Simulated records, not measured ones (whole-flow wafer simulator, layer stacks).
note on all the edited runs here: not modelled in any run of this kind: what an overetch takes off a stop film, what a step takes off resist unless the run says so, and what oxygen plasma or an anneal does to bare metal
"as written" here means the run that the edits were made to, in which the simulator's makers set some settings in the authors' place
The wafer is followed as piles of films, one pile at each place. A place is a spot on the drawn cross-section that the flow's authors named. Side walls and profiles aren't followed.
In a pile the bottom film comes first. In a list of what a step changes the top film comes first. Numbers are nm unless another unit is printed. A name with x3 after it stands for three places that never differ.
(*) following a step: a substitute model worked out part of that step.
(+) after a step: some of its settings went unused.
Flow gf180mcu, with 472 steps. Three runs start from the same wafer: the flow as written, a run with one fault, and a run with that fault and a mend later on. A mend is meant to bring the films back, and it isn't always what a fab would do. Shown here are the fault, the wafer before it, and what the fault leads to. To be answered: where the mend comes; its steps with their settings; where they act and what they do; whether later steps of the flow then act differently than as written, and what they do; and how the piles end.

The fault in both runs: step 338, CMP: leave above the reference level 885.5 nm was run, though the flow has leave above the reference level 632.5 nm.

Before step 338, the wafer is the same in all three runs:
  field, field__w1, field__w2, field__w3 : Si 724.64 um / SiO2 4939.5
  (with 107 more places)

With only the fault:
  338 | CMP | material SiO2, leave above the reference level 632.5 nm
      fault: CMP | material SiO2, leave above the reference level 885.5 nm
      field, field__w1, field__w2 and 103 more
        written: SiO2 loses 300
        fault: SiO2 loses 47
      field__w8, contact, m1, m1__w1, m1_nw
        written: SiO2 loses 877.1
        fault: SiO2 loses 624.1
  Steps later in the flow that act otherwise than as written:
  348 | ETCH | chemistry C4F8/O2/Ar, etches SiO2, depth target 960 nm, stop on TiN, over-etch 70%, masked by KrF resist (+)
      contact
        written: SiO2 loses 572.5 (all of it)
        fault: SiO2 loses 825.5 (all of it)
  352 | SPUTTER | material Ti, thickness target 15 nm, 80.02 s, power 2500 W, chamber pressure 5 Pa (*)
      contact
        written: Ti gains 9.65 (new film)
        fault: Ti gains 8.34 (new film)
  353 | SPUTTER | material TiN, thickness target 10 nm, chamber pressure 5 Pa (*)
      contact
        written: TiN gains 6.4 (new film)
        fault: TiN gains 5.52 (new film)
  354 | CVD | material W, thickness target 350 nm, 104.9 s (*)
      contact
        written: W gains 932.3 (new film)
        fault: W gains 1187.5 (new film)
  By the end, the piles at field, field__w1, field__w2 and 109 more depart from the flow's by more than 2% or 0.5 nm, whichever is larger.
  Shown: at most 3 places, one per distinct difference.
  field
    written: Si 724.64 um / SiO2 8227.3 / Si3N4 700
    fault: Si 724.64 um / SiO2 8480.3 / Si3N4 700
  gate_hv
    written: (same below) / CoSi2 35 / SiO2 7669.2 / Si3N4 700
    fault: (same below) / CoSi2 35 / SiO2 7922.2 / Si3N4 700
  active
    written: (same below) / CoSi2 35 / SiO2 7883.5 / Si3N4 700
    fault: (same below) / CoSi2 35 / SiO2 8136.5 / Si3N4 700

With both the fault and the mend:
  After step 338 comes the mend.
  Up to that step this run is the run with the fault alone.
  338a | CMP | material SiO2, leave above the reference level 632.5 nm (the flow's step 338 again)
      field, field__w1, field__w2 and 108 more
        SiO2 loses 253
  Every later step of the flow that is run acts as written at every place that is followed.
  At every place that both follow, the piles at the end match the flow's.
